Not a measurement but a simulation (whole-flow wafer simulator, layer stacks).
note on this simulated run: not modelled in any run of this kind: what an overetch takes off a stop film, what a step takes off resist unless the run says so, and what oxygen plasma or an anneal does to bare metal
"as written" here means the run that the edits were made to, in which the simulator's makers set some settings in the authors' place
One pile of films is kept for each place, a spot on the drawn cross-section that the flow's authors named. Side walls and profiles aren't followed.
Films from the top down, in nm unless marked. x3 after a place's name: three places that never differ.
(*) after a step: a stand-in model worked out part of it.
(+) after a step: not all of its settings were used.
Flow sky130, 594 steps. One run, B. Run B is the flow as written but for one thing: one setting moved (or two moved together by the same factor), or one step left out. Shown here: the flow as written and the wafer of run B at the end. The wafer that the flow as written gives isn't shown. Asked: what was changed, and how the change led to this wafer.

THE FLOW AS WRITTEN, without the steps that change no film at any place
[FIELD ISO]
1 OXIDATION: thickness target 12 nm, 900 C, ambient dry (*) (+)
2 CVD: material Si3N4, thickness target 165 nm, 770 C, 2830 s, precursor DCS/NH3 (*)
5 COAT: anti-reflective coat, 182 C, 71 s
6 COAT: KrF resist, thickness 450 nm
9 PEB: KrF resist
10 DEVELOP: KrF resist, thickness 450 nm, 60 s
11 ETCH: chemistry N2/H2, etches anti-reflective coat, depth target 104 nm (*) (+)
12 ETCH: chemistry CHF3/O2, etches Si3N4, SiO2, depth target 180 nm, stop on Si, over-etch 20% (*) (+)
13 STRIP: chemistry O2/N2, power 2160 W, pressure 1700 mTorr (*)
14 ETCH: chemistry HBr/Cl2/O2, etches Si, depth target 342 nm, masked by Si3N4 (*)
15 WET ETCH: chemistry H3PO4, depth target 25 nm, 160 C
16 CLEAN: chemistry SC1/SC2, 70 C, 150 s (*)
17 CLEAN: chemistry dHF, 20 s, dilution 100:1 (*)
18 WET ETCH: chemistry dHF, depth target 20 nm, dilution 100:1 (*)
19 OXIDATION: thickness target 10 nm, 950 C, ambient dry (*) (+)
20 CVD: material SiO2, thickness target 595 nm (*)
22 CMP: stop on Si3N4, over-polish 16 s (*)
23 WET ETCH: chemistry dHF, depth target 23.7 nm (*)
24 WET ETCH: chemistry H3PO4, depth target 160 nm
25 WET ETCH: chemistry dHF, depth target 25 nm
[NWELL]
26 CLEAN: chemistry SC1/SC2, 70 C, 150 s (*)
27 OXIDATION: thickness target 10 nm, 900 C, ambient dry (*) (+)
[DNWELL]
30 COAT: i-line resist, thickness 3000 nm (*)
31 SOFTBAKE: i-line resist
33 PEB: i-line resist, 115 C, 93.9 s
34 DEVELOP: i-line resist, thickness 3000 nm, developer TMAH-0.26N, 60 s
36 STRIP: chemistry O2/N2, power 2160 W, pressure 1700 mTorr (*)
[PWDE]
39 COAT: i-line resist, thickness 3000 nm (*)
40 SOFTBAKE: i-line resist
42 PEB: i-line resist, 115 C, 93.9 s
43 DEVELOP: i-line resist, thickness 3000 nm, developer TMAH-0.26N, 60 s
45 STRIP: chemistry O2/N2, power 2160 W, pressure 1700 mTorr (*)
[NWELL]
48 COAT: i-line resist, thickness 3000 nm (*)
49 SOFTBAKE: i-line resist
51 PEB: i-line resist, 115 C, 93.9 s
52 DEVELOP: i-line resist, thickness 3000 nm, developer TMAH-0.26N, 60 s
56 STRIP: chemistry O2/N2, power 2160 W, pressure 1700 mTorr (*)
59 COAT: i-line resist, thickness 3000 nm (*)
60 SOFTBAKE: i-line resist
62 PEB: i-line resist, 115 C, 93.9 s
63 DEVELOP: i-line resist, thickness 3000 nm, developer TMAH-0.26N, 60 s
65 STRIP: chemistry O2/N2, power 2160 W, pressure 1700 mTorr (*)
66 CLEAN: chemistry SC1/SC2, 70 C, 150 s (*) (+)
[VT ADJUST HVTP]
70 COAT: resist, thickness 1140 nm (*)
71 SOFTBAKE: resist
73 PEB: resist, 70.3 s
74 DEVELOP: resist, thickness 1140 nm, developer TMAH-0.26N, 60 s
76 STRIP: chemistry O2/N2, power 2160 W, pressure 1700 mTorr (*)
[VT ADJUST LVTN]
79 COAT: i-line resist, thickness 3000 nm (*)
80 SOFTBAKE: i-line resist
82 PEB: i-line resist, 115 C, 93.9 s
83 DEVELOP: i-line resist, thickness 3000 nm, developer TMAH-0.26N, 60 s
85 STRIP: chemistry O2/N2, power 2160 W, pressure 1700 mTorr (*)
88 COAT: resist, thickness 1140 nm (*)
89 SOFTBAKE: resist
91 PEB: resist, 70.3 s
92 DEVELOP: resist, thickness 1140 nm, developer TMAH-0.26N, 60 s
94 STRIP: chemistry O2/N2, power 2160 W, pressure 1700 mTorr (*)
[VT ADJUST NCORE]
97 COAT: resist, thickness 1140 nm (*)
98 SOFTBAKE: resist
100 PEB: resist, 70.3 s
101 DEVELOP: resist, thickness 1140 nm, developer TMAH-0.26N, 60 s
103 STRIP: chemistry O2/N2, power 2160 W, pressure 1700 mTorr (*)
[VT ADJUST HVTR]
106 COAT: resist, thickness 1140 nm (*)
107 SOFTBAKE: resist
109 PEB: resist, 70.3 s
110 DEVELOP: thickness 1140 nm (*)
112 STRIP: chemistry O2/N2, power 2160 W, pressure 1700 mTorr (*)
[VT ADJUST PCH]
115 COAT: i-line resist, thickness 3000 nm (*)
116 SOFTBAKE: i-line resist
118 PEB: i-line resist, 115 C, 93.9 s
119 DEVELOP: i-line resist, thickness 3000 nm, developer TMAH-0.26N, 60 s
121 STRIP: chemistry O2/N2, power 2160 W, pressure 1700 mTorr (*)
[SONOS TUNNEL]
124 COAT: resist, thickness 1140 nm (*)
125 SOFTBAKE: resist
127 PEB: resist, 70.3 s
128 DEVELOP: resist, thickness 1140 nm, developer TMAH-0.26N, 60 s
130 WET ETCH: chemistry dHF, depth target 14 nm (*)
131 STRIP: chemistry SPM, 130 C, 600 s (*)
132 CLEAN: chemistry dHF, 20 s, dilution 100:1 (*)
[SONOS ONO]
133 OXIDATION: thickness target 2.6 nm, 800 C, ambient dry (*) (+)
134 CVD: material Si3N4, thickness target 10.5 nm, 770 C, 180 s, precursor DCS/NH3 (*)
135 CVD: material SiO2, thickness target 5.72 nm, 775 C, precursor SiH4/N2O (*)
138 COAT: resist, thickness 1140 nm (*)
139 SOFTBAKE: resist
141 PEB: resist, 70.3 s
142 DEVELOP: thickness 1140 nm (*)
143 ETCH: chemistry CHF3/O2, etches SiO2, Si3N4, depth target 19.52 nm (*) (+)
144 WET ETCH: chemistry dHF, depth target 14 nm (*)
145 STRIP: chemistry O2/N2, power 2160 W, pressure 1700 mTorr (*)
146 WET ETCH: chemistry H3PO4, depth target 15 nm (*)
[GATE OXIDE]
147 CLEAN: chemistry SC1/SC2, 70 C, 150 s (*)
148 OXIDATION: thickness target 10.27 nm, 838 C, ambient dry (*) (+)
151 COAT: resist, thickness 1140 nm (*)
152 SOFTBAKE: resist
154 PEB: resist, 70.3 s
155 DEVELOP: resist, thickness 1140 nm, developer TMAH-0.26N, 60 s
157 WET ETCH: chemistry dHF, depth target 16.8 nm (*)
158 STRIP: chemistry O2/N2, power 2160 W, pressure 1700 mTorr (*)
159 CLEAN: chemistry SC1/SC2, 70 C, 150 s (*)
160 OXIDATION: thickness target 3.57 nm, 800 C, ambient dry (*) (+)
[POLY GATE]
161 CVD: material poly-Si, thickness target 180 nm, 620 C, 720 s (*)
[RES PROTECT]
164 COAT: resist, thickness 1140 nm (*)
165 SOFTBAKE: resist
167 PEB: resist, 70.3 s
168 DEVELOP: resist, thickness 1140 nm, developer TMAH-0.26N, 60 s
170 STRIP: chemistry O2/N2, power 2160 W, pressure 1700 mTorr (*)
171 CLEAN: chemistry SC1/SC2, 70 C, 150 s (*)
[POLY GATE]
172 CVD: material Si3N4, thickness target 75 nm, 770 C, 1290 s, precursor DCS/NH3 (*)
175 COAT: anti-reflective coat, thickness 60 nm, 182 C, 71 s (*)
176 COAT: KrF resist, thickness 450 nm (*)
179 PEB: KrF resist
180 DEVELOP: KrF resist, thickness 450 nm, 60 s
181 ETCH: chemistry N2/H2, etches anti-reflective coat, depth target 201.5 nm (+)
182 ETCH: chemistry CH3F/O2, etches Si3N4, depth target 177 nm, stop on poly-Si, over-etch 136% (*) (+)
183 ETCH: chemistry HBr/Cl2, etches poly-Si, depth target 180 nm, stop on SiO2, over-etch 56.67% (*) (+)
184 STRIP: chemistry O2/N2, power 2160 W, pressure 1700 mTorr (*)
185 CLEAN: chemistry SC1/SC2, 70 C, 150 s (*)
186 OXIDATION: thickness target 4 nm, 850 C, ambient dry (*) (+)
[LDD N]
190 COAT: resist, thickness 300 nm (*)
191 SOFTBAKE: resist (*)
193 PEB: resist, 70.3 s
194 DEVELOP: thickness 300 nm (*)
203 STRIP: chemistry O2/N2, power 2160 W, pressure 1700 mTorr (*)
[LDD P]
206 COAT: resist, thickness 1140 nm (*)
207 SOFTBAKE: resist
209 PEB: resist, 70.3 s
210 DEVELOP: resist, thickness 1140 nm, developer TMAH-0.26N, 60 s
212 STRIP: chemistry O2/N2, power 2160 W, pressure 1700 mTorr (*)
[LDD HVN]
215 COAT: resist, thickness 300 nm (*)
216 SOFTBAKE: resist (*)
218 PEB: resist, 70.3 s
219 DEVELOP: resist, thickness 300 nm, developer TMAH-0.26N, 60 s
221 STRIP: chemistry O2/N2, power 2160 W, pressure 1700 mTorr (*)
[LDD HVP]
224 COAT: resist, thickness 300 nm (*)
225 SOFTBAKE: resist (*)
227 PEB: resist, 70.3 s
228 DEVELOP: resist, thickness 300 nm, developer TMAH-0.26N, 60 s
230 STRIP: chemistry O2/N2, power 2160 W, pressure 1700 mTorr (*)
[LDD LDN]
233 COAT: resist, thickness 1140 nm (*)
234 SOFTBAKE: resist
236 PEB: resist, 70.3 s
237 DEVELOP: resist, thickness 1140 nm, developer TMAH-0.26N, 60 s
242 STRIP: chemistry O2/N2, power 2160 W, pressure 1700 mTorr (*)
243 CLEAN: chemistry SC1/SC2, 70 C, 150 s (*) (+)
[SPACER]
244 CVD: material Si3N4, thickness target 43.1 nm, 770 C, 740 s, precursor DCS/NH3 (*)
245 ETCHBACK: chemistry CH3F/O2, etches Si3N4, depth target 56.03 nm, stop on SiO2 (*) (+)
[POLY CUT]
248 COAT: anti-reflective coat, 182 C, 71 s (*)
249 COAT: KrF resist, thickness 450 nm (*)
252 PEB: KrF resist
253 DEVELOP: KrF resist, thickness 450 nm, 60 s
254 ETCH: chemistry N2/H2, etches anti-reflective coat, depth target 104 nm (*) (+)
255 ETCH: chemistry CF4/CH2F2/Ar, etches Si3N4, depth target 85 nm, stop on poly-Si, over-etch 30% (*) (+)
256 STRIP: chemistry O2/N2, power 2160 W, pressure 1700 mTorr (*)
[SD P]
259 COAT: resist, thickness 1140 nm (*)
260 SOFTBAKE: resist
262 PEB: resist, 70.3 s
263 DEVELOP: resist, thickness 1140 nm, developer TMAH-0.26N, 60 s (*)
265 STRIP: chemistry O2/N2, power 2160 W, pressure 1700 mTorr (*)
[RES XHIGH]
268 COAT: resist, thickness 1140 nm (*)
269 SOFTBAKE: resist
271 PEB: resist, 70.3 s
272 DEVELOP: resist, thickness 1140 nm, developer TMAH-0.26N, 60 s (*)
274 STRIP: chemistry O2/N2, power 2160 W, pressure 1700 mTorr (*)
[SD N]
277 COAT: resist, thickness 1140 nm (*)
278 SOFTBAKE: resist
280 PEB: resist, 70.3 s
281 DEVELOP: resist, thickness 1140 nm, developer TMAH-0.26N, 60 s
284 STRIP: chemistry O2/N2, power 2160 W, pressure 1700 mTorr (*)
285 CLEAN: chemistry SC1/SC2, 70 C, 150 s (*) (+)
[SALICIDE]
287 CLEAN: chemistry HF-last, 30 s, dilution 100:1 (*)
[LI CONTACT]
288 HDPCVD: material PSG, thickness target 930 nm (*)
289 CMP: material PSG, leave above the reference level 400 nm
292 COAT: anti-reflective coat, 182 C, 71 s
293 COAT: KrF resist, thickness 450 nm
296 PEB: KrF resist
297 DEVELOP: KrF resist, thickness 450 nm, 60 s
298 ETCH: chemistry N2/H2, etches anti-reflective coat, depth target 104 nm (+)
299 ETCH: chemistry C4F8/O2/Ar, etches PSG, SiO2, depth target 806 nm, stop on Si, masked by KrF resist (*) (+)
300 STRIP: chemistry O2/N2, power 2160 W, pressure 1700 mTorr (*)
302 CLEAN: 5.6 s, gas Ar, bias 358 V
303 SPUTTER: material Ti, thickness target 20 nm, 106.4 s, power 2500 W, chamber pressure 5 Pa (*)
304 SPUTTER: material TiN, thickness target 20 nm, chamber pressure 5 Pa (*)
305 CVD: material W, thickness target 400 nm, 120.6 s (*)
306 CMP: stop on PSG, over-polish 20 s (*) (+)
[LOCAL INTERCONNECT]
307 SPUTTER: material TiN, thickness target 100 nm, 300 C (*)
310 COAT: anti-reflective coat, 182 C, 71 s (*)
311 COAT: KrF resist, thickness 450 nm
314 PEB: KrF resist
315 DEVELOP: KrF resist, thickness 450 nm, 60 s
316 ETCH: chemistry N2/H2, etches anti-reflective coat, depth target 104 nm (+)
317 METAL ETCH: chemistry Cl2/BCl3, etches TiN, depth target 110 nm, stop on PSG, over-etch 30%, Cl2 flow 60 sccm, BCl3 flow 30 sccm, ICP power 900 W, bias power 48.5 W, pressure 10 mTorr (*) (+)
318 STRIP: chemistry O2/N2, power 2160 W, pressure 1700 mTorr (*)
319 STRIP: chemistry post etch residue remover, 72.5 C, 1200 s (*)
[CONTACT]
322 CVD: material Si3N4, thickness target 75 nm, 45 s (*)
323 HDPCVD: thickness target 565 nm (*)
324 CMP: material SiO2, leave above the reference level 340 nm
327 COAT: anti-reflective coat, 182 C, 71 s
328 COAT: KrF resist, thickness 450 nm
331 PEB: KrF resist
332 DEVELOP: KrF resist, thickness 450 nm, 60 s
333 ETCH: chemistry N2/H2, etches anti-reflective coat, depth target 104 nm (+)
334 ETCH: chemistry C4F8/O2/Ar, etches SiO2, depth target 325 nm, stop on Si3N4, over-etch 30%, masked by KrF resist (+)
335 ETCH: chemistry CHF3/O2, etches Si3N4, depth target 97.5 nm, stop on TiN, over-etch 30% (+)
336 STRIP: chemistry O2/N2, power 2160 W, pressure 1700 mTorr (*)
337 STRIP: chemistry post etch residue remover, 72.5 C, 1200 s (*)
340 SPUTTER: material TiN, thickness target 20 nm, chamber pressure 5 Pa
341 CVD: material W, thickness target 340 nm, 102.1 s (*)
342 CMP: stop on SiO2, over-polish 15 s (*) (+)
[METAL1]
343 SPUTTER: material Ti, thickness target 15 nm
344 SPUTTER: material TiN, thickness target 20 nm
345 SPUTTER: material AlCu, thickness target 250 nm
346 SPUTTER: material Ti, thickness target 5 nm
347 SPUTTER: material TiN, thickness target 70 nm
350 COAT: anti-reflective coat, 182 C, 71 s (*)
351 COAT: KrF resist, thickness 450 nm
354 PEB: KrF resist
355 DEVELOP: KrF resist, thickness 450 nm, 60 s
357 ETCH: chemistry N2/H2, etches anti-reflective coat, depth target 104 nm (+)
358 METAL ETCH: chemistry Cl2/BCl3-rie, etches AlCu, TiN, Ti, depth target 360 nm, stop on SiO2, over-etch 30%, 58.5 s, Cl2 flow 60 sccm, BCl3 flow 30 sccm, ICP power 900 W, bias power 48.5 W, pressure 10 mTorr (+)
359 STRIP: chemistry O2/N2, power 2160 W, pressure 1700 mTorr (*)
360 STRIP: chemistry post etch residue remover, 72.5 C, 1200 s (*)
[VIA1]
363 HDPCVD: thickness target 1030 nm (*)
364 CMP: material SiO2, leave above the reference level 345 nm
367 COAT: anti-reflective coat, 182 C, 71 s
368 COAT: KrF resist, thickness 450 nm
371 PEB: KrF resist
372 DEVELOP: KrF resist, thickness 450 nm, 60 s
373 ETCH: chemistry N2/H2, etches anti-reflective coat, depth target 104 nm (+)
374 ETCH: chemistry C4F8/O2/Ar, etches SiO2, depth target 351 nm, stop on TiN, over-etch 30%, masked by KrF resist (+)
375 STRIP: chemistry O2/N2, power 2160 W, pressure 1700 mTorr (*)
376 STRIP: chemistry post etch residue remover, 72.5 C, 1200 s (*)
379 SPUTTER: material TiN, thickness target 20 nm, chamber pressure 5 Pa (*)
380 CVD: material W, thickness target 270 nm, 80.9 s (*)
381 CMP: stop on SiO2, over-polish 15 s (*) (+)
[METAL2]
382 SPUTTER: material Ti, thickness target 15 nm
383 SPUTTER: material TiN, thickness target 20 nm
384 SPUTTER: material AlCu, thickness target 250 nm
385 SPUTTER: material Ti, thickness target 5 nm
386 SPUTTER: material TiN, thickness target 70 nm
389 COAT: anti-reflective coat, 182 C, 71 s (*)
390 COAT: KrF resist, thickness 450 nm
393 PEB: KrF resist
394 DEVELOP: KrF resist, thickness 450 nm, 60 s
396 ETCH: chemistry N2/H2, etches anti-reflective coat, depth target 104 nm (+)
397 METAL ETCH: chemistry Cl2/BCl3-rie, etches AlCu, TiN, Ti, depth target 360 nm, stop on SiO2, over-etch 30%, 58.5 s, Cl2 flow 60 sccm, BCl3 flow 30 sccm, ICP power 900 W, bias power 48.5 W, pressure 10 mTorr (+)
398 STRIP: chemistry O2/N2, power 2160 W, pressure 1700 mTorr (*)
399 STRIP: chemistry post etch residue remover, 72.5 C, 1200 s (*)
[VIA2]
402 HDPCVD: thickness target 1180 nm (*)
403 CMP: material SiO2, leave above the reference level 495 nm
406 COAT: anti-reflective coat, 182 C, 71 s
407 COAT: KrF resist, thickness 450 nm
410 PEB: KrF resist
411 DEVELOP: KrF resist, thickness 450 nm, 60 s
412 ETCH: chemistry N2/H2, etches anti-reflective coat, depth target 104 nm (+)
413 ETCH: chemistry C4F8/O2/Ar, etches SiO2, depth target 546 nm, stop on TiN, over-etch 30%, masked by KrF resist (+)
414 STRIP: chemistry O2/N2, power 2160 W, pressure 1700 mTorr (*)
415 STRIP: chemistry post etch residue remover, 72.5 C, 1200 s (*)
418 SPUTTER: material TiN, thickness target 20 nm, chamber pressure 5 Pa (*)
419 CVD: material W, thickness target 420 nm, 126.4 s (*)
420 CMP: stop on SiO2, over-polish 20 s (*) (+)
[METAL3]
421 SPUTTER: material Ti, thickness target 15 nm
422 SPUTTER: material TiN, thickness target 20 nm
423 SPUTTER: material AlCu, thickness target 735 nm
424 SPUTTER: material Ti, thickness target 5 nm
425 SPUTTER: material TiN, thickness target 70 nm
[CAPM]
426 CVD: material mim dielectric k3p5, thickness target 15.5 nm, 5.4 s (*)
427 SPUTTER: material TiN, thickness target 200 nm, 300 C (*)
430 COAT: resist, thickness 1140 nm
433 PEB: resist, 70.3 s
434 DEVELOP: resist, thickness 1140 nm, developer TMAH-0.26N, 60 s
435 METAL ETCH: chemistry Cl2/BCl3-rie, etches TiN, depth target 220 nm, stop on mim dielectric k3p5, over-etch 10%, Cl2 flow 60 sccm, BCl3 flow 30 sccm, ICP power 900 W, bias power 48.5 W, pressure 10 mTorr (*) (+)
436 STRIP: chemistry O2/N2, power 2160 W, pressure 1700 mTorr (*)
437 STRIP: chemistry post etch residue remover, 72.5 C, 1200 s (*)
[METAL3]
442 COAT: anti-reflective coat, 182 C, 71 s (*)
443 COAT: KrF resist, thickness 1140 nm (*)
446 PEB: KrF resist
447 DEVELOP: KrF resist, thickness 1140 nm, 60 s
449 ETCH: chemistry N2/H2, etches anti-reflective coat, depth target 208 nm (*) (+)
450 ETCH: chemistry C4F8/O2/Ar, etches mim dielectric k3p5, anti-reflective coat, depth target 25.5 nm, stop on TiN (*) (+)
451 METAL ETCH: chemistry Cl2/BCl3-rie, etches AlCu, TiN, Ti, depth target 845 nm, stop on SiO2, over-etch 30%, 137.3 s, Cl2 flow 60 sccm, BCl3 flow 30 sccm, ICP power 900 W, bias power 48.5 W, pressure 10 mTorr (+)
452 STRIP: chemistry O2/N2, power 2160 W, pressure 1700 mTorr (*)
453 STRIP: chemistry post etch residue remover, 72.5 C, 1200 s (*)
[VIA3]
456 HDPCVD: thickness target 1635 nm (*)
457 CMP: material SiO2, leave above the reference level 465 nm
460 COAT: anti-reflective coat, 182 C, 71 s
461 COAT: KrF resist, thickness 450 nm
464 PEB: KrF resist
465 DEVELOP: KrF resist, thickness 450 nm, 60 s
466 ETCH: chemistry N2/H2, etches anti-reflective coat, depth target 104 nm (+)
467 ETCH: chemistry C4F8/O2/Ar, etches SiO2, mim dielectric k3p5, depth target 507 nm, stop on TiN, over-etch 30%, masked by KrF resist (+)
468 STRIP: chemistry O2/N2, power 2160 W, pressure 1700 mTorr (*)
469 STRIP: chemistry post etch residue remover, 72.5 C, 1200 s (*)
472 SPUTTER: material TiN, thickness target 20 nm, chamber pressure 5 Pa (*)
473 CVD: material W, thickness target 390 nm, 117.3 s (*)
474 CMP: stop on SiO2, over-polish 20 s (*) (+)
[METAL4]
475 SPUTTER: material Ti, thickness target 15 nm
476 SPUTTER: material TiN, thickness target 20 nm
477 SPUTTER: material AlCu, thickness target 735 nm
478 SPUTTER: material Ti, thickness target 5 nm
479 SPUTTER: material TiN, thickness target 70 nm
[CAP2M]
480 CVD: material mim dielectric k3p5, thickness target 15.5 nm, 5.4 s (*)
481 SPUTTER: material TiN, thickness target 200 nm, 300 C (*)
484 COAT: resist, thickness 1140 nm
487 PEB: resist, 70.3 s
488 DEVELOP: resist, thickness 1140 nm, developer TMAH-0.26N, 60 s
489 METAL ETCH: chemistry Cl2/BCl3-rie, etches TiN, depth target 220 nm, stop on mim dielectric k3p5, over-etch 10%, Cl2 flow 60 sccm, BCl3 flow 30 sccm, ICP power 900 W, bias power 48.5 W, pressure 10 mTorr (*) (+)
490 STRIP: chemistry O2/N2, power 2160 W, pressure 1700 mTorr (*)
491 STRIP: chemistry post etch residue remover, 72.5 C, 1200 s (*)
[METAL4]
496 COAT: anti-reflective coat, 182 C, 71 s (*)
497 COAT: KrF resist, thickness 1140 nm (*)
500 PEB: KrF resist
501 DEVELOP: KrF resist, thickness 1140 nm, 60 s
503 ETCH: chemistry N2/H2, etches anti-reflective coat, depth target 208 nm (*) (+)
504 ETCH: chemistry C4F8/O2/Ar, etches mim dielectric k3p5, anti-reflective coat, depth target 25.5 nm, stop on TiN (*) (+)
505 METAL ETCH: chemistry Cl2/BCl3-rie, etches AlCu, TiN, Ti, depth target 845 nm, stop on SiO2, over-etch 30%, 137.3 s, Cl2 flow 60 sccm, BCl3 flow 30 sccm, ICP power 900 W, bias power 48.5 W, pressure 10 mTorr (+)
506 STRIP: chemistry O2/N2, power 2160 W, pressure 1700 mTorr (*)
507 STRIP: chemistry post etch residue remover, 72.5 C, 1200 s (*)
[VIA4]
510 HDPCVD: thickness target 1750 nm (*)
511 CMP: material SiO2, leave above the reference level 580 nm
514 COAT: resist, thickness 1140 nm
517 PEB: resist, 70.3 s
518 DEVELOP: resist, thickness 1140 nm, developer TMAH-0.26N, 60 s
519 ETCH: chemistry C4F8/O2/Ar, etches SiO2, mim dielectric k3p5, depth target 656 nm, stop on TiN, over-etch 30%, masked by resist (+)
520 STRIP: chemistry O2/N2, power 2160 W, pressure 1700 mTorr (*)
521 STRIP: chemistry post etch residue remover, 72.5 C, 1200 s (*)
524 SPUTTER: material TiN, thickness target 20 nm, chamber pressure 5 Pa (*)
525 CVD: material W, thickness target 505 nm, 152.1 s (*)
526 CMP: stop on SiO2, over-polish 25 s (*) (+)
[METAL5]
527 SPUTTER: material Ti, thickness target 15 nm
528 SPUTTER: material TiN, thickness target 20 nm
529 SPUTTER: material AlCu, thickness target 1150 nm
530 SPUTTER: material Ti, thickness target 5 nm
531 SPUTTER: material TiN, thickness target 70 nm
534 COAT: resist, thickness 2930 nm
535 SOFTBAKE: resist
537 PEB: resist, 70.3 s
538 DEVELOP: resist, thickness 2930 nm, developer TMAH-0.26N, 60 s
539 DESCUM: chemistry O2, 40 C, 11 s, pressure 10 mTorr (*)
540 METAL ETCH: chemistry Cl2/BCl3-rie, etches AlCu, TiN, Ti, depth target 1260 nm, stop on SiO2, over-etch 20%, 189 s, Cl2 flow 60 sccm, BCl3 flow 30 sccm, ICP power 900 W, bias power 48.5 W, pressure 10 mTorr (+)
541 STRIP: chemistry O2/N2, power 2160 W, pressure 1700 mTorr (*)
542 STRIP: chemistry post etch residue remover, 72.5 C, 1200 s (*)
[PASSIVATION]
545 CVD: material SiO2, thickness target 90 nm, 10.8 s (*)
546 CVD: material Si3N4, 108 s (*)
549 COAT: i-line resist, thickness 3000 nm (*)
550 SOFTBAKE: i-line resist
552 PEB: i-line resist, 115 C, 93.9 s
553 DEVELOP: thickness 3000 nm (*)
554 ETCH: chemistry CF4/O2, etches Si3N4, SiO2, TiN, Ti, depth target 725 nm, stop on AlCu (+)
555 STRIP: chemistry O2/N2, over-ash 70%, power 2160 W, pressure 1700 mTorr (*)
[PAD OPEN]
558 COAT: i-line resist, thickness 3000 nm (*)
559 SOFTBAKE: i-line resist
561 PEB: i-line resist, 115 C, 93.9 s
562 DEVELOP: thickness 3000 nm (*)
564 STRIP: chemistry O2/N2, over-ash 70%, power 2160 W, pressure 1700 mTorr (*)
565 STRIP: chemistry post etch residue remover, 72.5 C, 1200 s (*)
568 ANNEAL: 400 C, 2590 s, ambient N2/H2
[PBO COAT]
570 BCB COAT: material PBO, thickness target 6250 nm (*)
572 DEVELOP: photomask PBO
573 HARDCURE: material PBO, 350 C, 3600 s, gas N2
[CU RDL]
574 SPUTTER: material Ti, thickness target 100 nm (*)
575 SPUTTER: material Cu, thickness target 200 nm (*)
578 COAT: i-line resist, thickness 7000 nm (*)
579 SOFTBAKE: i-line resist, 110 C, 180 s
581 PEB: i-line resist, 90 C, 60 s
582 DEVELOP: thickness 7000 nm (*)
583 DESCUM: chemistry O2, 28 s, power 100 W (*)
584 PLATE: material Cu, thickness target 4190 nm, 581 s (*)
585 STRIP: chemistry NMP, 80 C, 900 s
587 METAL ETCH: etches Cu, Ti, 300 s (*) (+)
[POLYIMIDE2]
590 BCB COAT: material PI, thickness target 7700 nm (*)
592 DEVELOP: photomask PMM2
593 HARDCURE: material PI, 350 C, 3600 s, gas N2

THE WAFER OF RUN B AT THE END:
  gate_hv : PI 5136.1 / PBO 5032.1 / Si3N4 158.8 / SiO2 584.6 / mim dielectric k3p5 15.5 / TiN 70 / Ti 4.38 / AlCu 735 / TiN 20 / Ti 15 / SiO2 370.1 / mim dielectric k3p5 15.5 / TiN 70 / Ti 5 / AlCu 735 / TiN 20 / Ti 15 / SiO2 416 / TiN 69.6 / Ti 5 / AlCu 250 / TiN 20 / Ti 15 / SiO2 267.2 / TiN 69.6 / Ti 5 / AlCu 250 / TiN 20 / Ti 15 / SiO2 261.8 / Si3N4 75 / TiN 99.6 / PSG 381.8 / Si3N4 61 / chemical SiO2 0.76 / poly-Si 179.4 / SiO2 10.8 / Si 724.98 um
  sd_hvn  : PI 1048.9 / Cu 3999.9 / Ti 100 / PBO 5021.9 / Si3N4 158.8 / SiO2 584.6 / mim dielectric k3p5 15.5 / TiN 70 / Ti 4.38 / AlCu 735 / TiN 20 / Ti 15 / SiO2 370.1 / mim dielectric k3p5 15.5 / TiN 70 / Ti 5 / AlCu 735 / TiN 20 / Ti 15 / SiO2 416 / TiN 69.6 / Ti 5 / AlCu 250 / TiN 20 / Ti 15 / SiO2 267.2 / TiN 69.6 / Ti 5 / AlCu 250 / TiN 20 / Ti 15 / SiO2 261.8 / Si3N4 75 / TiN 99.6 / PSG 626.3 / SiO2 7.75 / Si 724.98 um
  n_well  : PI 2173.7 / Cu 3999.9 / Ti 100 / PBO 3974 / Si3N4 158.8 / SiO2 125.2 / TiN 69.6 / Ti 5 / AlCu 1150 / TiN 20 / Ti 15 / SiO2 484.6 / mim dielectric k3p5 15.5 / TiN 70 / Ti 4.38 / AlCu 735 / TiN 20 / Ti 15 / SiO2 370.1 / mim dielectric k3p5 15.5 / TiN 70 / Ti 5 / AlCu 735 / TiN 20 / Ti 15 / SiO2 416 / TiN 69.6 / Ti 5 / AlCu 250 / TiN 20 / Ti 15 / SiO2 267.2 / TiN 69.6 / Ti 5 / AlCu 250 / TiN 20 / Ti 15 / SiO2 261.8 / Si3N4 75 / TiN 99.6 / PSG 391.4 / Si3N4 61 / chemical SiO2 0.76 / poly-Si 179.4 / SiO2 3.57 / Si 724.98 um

The cause: step 478, SPUTTER: thickness target 4.38 nm was run, where the flow has thickness target 5 nm.
It can be read off the wafer: gate_hv has Ti 4.38, and step 478 as written asks for 5 nm.

How the change led to this, step by step:
  478 SPUTTER: material Ti, thickness target 5 nm
      field, active, n_well and 189 more: Ti +4.38 (new film) (as written it would be: Ti +5 (new film))
  505 METAL ETCH: chemistry Cl2/BCl3-rie, etches AlCu, TiN, Ti, depth target 845 nm, stop on SiO2, over-etch 30%, 137.3 s, Cl2 flow 60 sccm, BCl3 flow 30 sccm, ICP power 900 W, bias power 48.5 W, pressure 10 mTorr (+)
      field, gate, spacer and 68 more: TiN -70 (all of it), Ti -4.38 (all of it), AlCu -735 (all of it), TiN -20 (all of it), Ti -15 (all of it), SiO2 -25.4 (as written it would be: TiN -70 (all of it), Ti -5 (all of it), AlCu -735 (all of it), TiN -20 (all of it), Ti -15 (all of it), SiO2 -25.4)
      active, vpp_iso1, mim_edge_plate and 14 more: TiN -70 (all of it), Ti -4.38 (all of it), AlCu -735 (all of it), TiN -20 (all of it), Ti -15 (all of it), SiO2 -25.4 (as written it would be: TiN -70 (all of it), Ti -5 (all of it), AlCu -735 (all of it), TiN -20 (all of it), Ti -15 (all of it), SiO2 -25.3)
